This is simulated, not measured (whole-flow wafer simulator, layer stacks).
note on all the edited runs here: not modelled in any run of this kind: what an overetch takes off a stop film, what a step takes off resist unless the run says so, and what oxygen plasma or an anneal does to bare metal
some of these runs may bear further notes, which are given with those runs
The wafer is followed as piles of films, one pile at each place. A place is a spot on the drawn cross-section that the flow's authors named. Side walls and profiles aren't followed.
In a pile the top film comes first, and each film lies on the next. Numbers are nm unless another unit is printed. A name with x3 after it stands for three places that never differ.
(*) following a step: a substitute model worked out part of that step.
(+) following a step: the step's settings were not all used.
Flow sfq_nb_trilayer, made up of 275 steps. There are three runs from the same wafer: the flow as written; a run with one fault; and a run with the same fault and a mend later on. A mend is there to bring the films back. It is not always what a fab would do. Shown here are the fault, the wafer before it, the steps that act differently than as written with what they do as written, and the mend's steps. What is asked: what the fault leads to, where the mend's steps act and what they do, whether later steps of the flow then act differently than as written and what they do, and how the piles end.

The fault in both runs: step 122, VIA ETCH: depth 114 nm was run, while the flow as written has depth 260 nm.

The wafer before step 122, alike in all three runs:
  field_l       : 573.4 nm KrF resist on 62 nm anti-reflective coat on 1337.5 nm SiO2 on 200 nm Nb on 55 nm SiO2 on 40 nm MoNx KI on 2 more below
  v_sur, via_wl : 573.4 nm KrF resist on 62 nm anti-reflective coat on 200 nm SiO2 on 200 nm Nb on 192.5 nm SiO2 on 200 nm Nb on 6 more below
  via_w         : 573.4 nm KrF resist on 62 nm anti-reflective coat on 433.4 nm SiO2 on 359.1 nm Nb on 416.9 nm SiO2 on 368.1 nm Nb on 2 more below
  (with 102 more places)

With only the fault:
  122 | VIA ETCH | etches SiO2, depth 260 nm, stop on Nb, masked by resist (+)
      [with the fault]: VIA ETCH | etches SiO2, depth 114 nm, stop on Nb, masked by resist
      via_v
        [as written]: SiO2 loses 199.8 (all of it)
        [with the fault]: SiO2 loses 114
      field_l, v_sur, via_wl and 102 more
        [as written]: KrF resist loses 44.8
        [with the fault]: KrF resist loses 19.7
  Steps later in the flow that act otherwise than as written (not shown: 3 more steps that differ only slightly, by at most 2% or 0.5 nm, whichever is larger):
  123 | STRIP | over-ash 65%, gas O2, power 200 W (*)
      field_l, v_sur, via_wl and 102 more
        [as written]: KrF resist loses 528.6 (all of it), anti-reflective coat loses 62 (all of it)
        [with the fault]: KrF resist loses 553.8 (all of it), anti-reflective coat loses 62 (all of it)
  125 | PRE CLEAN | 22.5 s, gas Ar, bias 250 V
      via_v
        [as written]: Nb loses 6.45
        [with the fault]: SiO2 loses 7.5
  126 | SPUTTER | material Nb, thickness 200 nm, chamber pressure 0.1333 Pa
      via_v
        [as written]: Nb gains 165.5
        [with the fault]: Nb gains 184.3 (new film)
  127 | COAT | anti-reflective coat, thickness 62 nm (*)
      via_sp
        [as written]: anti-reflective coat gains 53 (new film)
        [with the fault]: anti-reflective coat gains 54.8 (new film)
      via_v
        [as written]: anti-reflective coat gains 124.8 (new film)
        [with the fault]: anti-reflective coat gains 105.3 (new film)
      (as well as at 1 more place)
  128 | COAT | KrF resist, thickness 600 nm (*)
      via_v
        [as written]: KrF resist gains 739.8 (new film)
        [with the fault]: KrF resist gains 669.7 (new film)
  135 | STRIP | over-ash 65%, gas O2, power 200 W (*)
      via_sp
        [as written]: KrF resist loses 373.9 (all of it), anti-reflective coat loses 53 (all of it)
        [with the fault]: KrF resist loses 379.6 (all of it), anti-reflective coat loses 54.8 (all of it)
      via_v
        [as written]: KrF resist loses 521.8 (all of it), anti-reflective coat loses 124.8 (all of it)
        [with the fault]: KrF resist loses 451.9 (all of it), anti-reflective coat loses 105.3 (all of it)
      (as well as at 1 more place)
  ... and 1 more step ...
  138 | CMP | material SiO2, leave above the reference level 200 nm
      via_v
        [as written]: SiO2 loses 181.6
        [with the fault]: SiO2 loses 170.2
  At via_v, the piles at the end differ from the flow's by more than 2% or 0.5 nm, whichever is larger.
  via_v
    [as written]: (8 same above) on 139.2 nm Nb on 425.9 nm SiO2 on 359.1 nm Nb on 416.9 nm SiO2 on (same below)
    [with the fault]: (8 same above) on 139.2 nm Nb on 322.3 nm SiO2 on 184.3 nm Nb on 78.3 nm SiO2 on 200 nm Nb on 416.9 nm SiO2 on (same below)

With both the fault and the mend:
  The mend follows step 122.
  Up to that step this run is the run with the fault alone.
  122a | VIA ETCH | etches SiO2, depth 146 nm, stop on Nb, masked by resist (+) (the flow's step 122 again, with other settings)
      field_l, v_sur, via_wl and 102 more
        KrF resist loses 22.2
      via_v
        SiO2 loses 85.8 (all of it)
  None of the later steps of the flow differs from how it acts as written, at any place that is followed, by more than 2% or 0.5 nm, whichever is larger.
  The piles end the same as the flow's at every place that both follow.
